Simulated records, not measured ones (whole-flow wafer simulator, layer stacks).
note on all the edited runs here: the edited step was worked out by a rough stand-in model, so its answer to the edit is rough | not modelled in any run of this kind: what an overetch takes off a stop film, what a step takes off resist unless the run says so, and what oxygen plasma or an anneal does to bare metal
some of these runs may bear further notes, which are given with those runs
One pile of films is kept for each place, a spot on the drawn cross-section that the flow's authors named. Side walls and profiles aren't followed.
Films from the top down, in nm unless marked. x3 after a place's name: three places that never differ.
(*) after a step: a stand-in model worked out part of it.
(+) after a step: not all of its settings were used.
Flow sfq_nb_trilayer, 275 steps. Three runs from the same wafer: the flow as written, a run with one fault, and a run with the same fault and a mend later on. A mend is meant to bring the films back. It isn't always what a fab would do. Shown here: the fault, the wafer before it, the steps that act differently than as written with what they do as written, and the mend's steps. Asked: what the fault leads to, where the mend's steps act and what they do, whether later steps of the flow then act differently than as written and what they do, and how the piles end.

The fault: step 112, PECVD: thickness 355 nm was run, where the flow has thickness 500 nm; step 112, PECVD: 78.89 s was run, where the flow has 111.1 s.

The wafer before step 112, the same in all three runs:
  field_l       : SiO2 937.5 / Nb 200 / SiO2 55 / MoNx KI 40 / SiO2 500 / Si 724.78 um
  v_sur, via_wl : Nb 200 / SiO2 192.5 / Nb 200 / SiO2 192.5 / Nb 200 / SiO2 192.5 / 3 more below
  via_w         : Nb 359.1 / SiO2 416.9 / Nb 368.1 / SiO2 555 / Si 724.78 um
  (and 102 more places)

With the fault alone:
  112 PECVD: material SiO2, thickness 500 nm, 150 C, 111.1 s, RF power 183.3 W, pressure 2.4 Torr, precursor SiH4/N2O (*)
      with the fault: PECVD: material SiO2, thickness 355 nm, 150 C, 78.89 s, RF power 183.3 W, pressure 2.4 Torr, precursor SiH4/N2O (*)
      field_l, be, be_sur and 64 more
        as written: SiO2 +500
        with the fault: SiO2 +355
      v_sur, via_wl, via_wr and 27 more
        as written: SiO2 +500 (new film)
        with the fault: SiO2 +355 (new film)
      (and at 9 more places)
  Later steps of the flow that act differently than as written (9 more steps differ only slightly, by at most 2% or 0.5 nm, whichever is larger, and aren't shown):
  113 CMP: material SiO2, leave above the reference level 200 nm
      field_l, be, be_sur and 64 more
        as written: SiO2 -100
        with the fault: nothing
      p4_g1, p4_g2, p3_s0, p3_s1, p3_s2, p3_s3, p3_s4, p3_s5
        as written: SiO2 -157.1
        with the fault: nothing
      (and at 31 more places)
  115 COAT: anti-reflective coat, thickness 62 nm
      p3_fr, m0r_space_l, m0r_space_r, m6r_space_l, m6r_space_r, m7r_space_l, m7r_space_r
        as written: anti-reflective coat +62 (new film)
        with the fault: anti-reflective coat +68.4 (new film)
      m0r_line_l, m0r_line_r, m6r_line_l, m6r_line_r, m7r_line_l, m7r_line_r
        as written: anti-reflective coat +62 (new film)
        with the fault: anti-reflective coat +63.3 (new film)
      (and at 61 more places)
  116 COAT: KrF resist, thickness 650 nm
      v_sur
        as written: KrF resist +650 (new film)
        with the fault: KrF resist +633 (new film)
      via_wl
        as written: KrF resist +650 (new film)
        with the fault: KrF resist +635 (new film)
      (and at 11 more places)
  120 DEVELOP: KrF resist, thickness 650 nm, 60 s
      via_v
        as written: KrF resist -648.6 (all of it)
        with the fault: KrF resist -632.6 (all of it)
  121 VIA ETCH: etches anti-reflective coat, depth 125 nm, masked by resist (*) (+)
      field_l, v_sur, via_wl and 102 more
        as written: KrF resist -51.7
        with the fault: KrF resist -48.7
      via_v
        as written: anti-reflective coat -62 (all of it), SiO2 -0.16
        with the fault: anti-reflective coat -58.4 (all of it), SiO2 -0.15
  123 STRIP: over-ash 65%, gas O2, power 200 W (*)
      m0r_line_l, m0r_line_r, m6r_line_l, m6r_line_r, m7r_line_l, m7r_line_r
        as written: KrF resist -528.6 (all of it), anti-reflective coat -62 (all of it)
        with the fault: KrF resist -539.9 (all of it), anti-reflective coat -63.3 (all of it)
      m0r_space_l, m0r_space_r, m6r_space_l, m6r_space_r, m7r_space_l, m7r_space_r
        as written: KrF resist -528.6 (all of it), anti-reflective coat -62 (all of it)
        with the fault: KrF resist -536.5 (all of it), anti-reflective coat -68.4 (all of it)
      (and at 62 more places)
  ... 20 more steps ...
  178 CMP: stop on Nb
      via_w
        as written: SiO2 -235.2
        with the fault: SiO2 -226.5
  At the end the piles differ from the flow's by more than 2% or 0.5 nm, whichever is larger, at via_w, ln_m5, lsp_m and 6 more.
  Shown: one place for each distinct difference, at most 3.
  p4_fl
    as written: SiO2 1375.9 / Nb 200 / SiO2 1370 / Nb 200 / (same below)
    with the fault: SiO2 1420.9 / Nb 200 / SiO2 1325 / Nb 200 / (same below)
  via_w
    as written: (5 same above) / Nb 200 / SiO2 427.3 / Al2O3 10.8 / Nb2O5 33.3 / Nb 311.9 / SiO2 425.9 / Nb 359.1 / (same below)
    with the fault: (5 same above) / Nb 200 / SiO2 454.1 / Al2O3 10.5 / Nb2O5 33.8 / Nb 309 / SiO2 401.9 / Nb 359.1 / (same below)
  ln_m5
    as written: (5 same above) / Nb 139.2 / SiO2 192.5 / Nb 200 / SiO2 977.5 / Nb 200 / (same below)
    with the fault: (5 same above) / Nb 139.2 / SiO2 237.5 / Nb 200 / SiO2 932.5 / Nb 200 / (same below)

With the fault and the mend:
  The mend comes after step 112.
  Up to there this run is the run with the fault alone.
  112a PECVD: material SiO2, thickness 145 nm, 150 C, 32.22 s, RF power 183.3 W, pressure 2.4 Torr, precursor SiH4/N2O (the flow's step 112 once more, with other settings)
      field_l, v_sur, via_wl and 102 more
        SiO2 +145
      via_w
        SiO2 +137.7
  Later steps of the flow that act differently than as written:
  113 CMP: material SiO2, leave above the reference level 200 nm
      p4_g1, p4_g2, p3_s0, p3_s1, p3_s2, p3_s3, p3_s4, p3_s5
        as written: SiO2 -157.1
        with the mend: SiO2 -100
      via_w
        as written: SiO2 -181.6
        with the mend: SiO2 -113.7
  At the end the piles are the same as the flow's at every place that both follow.
